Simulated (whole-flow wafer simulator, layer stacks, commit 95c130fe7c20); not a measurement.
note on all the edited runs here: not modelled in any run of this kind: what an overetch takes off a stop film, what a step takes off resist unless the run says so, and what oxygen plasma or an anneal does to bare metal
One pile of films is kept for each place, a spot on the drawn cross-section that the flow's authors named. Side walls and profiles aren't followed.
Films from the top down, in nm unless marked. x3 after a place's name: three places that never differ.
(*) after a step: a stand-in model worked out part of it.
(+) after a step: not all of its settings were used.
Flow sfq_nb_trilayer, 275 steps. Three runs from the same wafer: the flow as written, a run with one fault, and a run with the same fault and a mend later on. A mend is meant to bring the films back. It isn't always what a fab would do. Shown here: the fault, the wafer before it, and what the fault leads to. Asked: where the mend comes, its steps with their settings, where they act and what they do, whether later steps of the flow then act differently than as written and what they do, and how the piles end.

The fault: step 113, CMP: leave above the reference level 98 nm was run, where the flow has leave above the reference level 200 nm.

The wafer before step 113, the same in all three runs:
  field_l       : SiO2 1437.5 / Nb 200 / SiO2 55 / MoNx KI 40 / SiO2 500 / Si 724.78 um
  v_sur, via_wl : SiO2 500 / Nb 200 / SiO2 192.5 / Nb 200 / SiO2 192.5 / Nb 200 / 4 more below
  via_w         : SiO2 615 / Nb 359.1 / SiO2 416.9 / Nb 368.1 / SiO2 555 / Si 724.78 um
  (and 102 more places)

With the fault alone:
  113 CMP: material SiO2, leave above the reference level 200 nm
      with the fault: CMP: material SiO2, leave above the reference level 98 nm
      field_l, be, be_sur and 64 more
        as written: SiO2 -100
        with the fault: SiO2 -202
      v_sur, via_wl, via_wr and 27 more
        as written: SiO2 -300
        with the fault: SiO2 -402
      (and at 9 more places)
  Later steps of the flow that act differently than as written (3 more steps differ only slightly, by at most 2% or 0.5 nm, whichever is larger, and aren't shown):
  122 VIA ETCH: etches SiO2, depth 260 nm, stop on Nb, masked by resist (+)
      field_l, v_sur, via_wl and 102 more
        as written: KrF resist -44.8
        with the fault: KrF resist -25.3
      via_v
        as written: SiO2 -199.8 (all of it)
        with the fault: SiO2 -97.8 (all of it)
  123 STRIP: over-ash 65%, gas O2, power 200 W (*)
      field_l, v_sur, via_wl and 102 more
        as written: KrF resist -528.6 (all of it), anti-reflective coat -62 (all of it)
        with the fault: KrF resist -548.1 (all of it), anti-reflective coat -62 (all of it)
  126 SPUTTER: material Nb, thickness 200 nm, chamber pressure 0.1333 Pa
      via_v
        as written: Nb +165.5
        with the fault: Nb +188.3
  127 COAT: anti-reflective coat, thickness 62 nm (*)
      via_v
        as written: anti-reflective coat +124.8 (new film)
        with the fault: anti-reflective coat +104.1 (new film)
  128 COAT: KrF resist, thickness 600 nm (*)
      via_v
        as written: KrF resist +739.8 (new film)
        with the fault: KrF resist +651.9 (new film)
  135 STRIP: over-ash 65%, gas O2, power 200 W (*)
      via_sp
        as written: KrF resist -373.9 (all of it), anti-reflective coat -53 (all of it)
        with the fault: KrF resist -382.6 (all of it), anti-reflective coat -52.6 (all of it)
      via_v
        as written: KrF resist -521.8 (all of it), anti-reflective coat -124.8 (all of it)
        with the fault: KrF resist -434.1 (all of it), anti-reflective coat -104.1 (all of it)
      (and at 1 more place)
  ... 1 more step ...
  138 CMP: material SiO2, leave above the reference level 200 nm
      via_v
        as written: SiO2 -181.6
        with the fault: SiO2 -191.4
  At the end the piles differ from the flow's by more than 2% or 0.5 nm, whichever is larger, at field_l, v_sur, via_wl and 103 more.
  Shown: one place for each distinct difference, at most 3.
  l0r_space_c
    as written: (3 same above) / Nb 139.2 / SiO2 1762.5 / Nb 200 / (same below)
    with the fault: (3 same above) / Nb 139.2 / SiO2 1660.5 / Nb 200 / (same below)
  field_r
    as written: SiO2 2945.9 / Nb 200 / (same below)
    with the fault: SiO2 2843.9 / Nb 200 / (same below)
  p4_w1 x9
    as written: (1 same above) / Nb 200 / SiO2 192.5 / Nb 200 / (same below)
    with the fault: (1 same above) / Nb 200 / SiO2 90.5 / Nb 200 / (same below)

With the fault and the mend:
  The mend comes after step 120.
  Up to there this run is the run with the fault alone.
  120a STRIP: over-ash 65%, gas O2, power 200 W (*)
      field_l, v_sur, via_wl and 102 more
        KrF resist -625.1 (all of it), anti-reflective coat -62 (all of it)
      via_v
        anti-reflective coat -62 (all of it)
  120b PECVD: material SiO2, thickness 102 nm, 150 C, 22.67 s, RF power 183.3 W, pressure 2.4 Torr, precursor SiH4/N2O (the flow's step 112 once more, with other settings)
      field_l, v_sur, via_wl and 103 more
        SiO2 +102
  120c COAT: anti-reflective coat, thickness 62 nm (the flow's step 115 once more)
      field_l, v_sur, via_wl and 103 more
        anti-reflective coat +62 (new film)
  120d COAT: KrF resist, thickness 650 nm (the flow's step 116 once more)
      field_l, v_sur, via_wl and 103 more
        KrF resist +650 (new film)
  120e SOFTBAKE: KrF resist (the flow's step 117 once more)
      changes no film at any place that is followed
  120f EXPOSE: photomask I3, dose 11.91 mJ/cm2, NA 0.6, wavelength 248 nm (*) (the flow's step 118 once more)
      changes no film at any place that is followed
  120g PEB: KrF resist, 90 s (the flow's step 119 once more)
      field_l, v_sur, via_wl and 103 more
        KrF resist -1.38
  120h DEVELOP: KrF resist, thickness 650 nm, 60 s (the flow's step 120 once more)
      field_l, v_sur, via_wl and 102 more
        KrF resist -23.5
      via_v
        KrF resist -648.6 (all of it)
  No later step of the flow acts differently than as written at any place that is followed.
  At the end the piles are the same as the flow's at every place that both follow.
